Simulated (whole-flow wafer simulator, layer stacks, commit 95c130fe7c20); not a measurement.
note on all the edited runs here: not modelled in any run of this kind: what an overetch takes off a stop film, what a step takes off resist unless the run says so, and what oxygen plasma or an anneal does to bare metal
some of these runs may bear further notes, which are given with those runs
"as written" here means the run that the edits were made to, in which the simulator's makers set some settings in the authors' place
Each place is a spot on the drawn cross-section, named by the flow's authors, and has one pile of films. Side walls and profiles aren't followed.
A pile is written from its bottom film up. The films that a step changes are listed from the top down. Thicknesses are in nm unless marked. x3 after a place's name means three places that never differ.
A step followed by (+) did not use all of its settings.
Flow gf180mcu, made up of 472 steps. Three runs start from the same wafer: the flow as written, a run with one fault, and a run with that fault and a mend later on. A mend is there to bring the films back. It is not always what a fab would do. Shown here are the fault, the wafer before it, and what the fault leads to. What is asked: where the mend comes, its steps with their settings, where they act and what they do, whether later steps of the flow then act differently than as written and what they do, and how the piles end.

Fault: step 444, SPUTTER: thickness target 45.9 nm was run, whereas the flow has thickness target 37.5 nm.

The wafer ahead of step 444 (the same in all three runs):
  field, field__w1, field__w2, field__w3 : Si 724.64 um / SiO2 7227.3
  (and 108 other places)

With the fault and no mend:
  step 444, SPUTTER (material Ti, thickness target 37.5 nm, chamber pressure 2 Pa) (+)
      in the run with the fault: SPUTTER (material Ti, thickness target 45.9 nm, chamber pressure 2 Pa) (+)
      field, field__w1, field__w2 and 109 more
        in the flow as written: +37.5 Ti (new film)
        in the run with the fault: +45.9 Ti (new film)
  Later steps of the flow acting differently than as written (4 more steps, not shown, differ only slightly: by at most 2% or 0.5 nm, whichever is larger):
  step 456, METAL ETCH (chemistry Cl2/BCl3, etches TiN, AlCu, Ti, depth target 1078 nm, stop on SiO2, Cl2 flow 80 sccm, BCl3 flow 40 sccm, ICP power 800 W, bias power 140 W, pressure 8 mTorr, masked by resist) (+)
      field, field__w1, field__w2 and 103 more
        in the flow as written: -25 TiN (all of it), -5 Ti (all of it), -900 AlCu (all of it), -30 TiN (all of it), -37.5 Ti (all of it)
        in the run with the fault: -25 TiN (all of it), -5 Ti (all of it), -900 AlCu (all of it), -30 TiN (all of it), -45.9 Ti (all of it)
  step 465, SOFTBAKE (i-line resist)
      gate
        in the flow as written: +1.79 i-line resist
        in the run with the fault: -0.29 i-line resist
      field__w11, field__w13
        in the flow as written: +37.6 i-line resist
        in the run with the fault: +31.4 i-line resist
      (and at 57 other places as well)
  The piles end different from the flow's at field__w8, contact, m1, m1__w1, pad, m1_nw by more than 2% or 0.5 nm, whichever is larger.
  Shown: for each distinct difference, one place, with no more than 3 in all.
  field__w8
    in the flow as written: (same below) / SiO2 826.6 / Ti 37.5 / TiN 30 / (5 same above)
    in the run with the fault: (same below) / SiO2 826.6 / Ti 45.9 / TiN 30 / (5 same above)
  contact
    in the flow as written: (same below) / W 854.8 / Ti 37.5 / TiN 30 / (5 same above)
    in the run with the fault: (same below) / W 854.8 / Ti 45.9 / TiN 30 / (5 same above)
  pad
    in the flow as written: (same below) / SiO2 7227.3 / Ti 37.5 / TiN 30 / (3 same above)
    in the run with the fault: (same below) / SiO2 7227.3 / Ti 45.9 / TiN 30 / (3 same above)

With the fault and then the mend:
  The mend follows step 444.
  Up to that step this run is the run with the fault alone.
  step 444a, METAL ETCH (chemistry Cl2/BCl3, etches TiN, AlCu, Ti, depth target 8.4 nm, Cl2 flow 80 sccm, BCl3 flow 40 sccm, ICP power 800 W, bias power 140 W, pressure 8 mTorr) (the flow's step 260 again, with other settings)
      field, field__w1, field__w2 and 109 more
        -8.4 Ti
  None of the later steps of the flow acts differently than as written at any place that is followed.
  At every place that both follow, the piles at the end match the flow's.
